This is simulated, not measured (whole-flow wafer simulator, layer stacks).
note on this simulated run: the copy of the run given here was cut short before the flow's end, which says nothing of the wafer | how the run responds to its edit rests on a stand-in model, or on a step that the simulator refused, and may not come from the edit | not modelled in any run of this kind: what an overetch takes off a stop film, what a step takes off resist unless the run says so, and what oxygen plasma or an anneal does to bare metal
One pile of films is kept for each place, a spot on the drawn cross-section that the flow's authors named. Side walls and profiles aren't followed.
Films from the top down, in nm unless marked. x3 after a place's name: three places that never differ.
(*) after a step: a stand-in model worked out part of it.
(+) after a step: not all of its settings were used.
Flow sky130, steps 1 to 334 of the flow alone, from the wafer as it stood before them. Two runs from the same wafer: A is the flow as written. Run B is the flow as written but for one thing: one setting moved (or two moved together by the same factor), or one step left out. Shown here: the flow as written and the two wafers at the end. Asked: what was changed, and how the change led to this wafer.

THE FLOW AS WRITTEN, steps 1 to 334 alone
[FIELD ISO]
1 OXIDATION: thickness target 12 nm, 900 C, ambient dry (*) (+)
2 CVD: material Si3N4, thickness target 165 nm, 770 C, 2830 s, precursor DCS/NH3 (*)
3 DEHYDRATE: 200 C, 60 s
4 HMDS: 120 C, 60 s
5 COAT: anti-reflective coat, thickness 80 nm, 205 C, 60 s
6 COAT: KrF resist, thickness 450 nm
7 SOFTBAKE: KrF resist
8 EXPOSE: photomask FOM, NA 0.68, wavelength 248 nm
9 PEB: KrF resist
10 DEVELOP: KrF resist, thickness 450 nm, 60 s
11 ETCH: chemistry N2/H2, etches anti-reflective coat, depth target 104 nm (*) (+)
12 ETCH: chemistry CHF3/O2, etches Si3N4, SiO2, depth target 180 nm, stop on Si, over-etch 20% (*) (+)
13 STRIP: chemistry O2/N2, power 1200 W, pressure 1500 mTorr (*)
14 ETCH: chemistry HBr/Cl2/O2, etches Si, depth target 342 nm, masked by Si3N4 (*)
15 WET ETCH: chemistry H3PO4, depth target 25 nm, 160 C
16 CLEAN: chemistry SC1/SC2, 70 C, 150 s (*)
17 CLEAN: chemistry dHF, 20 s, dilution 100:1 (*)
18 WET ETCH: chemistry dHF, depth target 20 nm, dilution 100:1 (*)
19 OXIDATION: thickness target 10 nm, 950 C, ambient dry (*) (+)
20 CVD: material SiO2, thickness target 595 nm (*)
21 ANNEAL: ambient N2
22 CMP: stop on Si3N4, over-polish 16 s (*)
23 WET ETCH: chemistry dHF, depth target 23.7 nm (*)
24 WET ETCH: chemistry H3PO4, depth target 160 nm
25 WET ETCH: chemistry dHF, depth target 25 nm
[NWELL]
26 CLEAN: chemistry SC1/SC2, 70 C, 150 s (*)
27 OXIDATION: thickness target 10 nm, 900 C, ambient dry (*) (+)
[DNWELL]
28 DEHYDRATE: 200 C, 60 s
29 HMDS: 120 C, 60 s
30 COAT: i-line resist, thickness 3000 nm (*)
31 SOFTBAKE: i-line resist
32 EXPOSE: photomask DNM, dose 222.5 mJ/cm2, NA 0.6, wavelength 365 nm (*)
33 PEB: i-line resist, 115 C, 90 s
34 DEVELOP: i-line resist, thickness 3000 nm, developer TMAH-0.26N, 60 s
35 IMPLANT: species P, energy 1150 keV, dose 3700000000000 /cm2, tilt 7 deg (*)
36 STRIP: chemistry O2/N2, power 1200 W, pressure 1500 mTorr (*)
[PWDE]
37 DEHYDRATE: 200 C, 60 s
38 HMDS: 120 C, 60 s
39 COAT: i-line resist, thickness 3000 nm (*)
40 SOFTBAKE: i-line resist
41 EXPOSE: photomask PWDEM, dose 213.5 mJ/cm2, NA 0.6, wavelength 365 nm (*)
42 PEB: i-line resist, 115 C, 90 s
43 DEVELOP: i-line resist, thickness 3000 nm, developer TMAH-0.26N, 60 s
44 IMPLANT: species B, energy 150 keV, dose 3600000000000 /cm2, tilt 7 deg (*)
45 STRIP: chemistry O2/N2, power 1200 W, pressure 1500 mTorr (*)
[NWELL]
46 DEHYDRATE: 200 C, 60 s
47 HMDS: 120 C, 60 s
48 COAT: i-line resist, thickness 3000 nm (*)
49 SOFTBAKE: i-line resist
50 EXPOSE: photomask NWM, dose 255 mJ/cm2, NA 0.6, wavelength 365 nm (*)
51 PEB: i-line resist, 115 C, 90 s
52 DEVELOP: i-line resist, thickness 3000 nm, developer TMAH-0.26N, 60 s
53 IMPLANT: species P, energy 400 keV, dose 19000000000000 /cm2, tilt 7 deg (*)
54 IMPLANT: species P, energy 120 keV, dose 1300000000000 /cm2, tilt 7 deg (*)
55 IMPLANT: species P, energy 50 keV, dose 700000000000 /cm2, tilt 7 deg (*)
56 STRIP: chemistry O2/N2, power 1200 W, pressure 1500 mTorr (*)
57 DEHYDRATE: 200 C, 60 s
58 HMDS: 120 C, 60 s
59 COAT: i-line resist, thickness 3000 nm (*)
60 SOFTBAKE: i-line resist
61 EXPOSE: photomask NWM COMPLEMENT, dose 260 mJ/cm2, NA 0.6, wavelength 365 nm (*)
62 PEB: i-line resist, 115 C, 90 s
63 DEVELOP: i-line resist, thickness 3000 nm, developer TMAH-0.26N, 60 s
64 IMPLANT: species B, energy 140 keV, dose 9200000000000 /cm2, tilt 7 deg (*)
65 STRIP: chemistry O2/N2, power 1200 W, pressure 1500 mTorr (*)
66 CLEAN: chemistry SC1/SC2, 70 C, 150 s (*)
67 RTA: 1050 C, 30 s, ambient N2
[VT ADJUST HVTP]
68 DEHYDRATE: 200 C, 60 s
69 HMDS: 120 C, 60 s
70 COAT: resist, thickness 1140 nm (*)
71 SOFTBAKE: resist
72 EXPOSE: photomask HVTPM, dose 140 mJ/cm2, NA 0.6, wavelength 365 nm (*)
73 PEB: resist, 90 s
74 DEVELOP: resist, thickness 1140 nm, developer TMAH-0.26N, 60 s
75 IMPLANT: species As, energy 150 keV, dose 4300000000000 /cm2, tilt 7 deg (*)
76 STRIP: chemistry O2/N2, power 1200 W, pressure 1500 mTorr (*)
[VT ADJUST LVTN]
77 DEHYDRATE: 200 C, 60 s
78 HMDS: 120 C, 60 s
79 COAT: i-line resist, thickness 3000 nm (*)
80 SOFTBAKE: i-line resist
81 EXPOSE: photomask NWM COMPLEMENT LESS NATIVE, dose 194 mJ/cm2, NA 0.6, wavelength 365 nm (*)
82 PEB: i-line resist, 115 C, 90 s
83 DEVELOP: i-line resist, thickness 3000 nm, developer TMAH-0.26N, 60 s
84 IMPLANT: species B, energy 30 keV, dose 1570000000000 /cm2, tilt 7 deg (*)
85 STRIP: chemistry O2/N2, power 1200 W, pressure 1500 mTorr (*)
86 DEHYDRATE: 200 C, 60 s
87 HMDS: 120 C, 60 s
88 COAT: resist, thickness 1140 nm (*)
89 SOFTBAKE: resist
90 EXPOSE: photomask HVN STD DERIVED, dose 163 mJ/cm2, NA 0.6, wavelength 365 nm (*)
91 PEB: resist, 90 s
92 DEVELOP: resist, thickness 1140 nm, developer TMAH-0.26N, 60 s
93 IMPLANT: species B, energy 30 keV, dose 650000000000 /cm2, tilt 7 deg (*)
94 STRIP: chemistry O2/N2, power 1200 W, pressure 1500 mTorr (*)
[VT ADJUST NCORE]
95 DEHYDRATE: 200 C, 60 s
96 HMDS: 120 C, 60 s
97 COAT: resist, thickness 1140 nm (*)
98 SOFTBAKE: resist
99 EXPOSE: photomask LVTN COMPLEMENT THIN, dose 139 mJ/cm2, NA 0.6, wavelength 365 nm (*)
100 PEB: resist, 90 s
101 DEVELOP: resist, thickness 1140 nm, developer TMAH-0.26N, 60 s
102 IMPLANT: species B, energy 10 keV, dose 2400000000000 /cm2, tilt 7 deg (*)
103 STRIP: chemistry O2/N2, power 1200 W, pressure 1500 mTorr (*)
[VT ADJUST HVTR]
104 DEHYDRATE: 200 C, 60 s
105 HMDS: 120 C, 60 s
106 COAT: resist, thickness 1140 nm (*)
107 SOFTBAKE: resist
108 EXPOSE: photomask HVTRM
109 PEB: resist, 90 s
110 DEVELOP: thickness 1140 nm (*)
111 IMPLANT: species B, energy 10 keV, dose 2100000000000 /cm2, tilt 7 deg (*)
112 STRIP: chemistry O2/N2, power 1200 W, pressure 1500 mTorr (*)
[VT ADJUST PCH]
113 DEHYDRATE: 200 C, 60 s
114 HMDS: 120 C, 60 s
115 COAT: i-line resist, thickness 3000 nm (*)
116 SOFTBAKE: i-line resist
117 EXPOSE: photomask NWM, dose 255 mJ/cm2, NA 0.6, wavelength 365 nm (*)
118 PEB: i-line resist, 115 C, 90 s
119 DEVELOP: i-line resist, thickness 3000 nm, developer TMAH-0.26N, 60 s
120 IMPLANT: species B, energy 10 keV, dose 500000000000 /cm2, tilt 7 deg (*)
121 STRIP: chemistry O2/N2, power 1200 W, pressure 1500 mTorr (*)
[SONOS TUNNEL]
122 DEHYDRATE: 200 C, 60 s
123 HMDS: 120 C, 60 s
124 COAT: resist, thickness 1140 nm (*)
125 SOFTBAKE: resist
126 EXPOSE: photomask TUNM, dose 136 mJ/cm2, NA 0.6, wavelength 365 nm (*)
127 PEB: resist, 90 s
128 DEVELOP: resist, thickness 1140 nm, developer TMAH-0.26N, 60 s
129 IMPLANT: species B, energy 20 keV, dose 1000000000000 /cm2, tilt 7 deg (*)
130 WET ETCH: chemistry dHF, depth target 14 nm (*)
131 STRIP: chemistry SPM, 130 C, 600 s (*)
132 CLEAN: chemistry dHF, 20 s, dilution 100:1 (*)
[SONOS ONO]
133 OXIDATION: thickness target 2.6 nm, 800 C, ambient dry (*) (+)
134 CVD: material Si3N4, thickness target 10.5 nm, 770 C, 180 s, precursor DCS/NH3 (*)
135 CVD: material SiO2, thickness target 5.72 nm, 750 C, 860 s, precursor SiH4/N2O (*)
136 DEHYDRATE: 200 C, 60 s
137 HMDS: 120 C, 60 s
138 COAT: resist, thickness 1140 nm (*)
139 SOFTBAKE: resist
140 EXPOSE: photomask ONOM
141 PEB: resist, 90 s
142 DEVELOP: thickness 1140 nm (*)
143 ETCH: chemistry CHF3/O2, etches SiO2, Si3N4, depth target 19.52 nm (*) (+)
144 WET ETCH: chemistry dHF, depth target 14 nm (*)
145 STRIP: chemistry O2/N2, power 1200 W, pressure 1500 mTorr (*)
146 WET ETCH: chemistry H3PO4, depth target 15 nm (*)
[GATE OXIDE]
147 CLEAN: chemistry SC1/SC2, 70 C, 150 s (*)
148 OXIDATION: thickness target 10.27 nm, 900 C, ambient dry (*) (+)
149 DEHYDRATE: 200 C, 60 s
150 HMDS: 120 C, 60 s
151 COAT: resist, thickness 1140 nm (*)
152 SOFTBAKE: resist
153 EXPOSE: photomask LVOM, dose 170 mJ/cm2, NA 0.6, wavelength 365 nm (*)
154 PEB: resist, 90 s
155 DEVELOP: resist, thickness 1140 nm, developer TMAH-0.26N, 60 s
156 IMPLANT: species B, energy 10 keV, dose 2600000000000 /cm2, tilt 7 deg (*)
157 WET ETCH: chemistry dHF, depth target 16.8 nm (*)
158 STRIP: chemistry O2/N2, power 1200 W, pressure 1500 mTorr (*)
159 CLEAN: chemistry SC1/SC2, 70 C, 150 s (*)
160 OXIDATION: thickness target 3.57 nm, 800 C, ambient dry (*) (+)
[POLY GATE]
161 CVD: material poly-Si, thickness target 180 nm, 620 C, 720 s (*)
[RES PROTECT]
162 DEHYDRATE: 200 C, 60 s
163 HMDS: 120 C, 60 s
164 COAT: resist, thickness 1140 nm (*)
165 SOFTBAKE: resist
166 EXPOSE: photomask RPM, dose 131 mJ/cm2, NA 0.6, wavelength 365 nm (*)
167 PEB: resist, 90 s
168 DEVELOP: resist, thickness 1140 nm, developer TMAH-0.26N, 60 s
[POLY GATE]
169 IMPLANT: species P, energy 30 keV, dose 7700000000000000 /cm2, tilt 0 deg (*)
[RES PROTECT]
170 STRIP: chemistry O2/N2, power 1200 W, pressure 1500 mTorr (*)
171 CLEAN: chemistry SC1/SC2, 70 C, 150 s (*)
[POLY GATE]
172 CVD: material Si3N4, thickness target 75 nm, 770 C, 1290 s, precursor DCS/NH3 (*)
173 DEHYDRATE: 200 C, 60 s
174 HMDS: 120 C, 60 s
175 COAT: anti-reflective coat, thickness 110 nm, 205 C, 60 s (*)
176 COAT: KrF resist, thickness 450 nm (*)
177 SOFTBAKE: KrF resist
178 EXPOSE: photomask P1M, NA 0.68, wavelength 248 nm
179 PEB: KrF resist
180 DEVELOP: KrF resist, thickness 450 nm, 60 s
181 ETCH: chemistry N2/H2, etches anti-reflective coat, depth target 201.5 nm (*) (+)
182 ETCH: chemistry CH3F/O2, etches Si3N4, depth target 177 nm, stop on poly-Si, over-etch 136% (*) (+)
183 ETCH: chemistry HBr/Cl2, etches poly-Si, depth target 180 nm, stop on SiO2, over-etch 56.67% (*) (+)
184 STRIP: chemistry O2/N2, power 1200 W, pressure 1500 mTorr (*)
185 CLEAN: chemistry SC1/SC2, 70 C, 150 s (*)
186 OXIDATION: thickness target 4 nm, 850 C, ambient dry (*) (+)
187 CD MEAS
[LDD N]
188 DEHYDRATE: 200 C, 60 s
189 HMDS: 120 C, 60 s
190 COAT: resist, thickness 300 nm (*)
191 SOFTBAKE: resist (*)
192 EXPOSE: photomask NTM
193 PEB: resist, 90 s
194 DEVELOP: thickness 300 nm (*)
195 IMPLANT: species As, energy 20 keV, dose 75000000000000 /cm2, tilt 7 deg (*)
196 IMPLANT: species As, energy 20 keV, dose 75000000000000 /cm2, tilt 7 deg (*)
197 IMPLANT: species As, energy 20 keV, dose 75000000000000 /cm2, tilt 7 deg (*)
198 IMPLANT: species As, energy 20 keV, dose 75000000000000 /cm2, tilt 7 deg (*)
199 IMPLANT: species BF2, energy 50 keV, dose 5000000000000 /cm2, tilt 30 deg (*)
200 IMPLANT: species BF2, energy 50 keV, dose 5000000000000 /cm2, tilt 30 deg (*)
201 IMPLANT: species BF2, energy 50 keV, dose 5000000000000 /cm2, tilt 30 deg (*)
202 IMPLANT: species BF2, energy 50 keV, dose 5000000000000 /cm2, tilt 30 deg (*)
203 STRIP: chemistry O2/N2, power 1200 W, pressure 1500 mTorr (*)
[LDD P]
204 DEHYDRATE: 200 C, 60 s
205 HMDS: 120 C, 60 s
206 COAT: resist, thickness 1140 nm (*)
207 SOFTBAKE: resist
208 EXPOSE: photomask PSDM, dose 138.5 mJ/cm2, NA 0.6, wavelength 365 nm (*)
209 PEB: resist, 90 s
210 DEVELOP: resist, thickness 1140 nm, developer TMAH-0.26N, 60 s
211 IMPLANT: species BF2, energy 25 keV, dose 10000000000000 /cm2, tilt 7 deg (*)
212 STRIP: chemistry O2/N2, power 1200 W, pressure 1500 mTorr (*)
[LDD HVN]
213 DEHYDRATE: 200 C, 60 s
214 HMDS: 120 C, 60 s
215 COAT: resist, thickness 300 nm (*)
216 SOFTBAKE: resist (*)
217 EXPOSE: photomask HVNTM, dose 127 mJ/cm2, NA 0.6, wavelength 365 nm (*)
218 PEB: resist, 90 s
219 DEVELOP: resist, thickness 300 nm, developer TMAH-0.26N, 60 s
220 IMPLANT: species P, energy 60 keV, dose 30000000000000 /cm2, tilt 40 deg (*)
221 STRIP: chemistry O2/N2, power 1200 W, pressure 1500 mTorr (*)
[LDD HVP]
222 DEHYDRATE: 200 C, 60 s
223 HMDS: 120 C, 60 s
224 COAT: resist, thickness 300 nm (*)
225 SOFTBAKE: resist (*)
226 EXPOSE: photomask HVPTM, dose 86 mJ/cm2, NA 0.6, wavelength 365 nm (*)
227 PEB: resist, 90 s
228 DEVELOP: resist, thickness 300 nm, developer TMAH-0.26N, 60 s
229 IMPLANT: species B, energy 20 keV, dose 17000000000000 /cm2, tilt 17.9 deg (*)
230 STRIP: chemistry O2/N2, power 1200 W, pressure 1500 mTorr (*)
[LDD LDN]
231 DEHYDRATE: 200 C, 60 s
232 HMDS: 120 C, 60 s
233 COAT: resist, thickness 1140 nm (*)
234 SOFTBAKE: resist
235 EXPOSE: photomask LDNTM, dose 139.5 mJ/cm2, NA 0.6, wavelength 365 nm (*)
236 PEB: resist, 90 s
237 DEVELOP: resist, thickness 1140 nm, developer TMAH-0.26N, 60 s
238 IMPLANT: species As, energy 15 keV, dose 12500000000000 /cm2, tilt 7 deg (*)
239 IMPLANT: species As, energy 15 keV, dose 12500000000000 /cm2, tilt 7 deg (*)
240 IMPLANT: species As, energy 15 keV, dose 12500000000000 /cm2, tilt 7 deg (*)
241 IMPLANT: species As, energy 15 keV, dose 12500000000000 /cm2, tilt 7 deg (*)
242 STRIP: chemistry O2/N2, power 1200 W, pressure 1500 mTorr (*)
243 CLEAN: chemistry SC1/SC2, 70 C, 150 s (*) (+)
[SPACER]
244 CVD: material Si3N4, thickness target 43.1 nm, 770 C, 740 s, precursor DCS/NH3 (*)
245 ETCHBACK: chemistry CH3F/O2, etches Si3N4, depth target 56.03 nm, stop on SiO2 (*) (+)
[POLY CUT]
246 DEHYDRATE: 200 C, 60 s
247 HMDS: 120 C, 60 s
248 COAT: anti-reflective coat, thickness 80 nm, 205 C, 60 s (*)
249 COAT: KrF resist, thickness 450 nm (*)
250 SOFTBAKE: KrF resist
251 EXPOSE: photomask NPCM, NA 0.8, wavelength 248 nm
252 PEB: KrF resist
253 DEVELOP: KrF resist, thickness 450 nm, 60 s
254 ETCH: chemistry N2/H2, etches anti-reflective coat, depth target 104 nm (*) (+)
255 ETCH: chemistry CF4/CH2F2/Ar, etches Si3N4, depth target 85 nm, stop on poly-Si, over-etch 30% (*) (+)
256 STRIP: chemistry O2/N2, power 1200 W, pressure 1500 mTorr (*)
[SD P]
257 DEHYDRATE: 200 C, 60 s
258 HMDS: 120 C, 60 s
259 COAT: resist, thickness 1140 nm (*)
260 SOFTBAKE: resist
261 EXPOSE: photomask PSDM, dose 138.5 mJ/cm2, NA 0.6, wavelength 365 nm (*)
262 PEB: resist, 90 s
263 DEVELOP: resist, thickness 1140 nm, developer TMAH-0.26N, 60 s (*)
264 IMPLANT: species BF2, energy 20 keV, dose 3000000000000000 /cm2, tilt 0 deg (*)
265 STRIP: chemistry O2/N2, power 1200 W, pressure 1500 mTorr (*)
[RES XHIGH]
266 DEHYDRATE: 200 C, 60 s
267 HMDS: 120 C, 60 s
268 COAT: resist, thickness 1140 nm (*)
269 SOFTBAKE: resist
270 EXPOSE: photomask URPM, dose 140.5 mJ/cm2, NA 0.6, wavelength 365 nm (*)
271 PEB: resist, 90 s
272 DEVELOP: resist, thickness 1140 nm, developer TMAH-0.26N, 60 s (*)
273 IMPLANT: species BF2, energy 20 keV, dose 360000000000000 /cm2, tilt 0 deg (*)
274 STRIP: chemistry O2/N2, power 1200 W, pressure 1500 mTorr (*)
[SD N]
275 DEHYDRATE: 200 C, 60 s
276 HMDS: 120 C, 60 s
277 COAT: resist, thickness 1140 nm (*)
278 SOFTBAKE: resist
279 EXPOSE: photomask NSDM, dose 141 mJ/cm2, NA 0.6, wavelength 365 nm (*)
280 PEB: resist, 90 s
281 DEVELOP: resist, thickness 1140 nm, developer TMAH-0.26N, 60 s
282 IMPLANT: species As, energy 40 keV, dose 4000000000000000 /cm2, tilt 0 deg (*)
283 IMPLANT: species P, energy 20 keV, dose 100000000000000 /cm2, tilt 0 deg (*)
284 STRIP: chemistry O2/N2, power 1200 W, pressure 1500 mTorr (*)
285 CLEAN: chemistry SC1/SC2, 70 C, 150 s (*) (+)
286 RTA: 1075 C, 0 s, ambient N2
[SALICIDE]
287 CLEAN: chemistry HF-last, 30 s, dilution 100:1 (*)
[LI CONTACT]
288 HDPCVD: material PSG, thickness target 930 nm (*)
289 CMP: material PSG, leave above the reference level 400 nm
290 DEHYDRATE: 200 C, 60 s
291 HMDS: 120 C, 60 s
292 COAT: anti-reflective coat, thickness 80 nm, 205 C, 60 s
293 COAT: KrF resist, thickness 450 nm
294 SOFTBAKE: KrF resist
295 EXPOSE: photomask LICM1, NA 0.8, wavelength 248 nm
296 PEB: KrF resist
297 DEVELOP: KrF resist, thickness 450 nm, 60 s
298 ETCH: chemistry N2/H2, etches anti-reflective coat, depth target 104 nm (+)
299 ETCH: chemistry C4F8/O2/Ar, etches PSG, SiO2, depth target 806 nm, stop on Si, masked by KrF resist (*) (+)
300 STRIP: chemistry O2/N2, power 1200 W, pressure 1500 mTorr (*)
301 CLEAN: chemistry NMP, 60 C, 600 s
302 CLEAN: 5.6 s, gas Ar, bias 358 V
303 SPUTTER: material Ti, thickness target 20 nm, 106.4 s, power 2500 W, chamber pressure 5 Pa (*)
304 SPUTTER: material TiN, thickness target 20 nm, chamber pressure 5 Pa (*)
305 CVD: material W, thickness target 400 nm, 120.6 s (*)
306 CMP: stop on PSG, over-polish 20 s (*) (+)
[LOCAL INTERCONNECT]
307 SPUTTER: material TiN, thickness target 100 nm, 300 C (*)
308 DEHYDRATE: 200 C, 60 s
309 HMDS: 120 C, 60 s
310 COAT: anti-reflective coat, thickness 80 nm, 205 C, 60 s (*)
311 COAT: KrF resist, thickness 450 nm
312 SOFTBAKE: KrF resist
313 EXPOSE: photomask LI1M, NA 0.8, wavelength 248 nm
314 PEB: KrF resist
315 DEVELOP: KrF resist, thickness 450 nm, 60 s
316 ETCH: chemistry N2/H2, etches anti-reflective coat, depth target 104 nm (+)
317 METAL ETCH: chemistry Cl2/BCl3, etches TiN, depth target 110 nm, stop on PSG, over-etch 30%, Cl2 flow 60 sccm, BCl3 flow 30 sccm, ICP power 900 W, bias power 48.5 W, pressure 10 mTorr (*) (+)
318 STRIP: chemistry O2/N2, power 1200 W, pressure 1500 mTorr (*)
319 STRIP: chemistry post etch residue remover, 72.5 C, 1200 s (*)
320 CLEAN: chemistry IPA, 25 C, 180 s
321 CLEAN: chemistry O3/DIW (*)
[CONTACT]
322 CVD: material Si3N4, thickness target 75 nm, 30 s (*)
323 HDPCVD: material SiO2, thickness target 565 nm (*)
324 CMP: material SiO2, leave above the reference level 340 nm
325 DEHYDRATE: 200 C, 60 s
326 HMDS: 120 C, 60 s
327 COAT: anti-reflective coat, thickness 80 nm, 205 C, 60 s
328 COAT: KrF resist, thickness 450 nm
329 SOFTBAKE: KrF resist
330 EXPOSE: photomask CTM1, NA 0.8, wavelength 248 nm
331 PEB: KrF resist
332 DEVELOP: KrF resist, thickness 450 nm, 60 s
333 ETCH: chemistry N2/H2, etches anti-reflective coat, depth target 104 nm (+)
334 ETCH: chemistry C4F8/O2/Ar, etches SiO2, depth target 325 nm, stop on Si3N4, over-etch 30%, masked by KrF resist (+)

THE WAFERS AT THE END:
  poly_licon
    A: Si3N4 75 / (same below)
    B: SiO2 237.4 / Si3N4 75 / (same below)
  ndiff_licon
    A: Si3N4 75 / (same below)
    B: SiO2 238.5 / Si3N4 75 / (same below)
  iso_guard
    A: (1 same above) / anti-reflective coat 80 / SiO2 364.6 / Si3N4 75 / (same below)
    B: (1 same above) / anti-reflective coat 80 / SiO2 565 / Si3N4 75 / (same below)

The cause: step 324, CMP: material SiO2, leave above the reference level 340 nm, was left out.

How the change led to this, step by step:
  327 COAT: anti-reflective coat, thickness 80 nm, 205 C, 60 s
      n_well, p_well, sd_n, sd_p, pad: A anti-reflective coat +80 (new film) | B anti-reflective coat +3 (new film)
      gate_hv_nvt, nw_fld_psd: A anti-reflective coat +80 (new film) | B anti-reflective coat +43.8 (new film)
      (and at 107 more places)
  328 COAT: KrF resist, thickness 450 nm
      n_well, p_well, sd_n, sd_p, pad: A KrF resist +450 (new film) | B KrF resist +433.7 (new film)
      pplus_nw, active_hv5: A KrF resist +450 (new film) | B KrF resist +426.6 (new film)
      (and at 73 more places)
  332 DEVELOP: KrF resist, thickness 450 nm, 60 s
      poly_licon, rpo_hd_licon: A KrF resist -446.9 (all of it) | B KrF resist -433.5 (all of it)
      ndiff_licon_cpp: A KrF resist -446.9 (all of it) | B KrF resist -433.9 (all of it)
  333 ETCH: chemistry N2/H2, etches anti-reflective coat, depth target 104 nm (+)
      poly_licon, rpo_hd_licon: A anti-reflective coat -80 (all of it), SiO2 -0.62 | B anti-reflective coat -3.75 (all of it), SiO2 -2.57
      ndiff_licon: A anti-reflective coat -80 (all of it), SiO2 -0.62 | B anti-reflective coat -47.2 (all of it), SiO2 -1.46
      (and at 1 more place)
  334 ETCH: chemistry C4F8/O2/Ar, etches SiO2, depth target 325 nm, stop on Si3N4, over-etch 30%, masked by KrF resist (+)
      poly_licon, ndiff_licon, ndiff_licon_cpp, rpo_hd_licon: A SiO2 -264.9 (all of it) | B SiO2 -325
